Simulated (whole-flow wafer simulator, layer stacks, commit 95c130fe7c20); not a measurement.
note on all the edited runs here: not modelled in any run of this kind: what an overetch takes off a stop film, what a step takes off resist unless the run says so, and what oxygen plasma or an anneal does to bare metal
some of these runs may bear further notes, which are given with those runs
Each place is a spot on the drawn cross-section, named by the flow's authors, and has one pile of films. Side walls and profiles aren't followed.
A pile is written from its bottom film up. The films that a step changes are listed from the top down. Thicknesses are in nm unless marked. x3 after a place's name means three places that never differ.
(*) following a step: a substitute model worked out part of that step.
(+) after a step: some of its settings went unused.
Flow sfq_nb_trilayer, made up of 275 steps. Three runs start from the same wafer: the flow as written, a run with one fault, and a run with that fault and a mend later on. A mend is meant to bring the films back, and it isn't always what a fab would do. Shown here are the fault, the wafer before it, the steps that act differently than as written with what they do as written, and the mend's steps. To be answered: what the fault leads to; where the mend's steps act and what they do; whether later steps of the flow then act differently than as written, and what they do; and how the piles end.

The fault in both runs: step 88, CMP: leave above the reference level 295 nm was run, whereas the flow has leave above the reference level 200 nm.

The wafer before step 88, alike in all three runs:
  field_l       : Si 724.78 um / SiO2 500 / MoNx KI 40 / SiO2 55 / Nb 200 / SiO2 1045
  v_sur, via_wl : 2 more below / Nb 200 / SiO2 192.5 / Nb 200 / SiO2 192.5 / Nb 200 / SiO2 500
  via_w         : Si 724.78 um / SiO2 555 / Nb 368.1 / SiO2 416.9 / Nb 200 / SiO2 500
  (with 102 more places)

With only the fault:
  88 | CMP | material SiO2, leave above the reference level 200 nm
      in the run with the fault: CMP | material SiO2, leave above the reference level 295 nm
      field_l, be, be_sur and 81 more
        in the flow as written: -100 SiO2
        in the run with the fault: -5 SiO2
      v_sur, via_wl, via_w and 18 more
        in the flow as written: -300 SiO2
        in the run with the fault: -205 SiO2
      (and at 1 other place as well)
  Steps later in the flow that act otherwise than as written (not shown: 4 more steps that differ only slightly, by at most 2% or 0.5 nm, whichever is larger):
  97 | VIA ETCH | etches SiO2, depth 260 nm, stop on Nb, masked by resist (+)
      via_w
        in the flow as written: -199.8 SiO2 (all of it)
        in the run with the fault: -260 SiO2
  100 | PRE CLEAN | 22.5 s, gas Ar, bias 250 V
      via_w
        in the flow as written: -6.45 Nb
        in the run with the fault: -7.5 SiO2
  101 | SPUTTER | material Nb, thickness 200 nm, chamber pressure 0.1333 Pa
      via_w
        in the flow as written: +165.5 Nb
        in the run with the fault: +152.6 Nb (new film)
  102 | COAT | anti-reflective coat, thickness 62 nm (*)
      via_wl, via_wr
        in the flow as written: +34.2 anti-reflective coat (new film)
        in the run with the fault: +23 anti-reflective coat (new film)
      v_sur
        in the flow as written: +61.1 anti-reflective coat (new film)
        in the run with the fault: +55.7 anti-reflective coat (new film)
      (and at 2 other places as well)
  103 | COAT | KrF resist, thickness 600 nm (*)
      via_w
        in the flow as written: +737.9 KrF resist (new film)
        in the run with the fault: +794 KrF resist (new film)
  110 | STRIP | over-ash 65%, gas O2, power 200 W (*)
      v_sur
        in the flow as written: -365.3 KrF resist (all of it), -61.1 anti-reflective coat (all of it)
        in the run with the fault: -362.3 KrF resist (all of it), -55.7 anti-reflective coat (all of it)
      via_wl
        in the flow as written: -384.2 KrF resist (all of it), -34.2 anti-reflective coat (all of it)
        in the run with the fault: -383.9 KrF resist (all of it), -23 anti-reflective coat (all of it)
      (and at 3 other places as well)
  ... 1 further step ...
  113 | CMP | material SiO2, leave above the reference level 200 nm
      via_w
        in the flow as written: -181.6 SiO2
        in the run with the fault: -157.1 SiO2
  The piles end different from the flow's at field_l, v_sur, via_wl and 103 more by more than 2% or 0.5 nm, whichever is larger.
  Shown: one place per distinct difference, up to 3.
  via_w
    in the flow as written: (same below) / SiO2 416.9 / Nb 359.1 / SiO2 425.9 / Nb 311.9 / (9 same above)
    in the run with the fault: (same below) / SiO2 416.9 / Nb 200 / SiO2 27.3 / Nb 152.6 / SiO2 500.1 / Nb 311.9 / (9 same above)
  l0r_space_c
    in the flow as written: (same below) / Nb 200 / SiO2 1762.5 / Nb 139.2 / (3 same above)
    in the run with the fault: (same below) / Nb 200 / SiO2 1857.5 / Nb 139.2 / (3 same above)
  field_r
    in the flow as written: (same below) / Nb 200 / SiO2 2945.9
    in the run with the fault: (same below) / Nb 200 / SiO2 3040.9

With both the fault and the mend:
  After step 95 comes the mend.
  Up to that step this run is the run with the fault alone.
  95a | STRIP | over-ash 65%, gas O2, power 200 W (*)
      field_l, v_sur, via_wl and 102 more
        -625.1 KrF resist (all of it), -62 anti-reflective coat (all of it)
      via_w
        -62 anti-reflective coat (all of it)
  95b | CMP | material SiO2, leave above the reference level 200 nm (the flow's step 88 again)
      field_l, v_sur, via_wl and 103 more
        -95 SiO2
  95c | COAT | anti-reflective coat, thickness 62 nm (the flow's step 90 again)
      field_l, v_sur, via_wl and 103 more
        +62 anti-reflective coat (new film)
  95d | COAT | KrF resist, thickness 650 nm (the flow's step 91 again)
      field_l, v_sur, via_wl and 103 more
        +650 KrF resist (new film)
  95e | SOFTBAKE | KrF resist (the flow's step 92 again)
      alters no film at any place that is followed
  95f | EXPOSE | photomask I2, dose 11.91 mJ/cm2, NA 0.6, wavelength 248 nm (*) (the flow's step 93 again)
      alters no film at any place that is followed
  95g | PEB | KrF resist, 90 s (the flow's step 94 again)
      field_l, v_sur, via_wl and 103 more
        -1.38 KrF resist
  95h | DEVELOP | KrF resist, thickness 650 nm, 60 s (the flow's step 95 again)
      field_l, v_sur, via_wl and 102 more
        -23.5 KrF resist
      via_w
        -648.6 KrF resist (all of it)
  Every later step of the flow that is run acts as written at every place that is followed.
  The piles end the same as the flow's at every place that both follow.
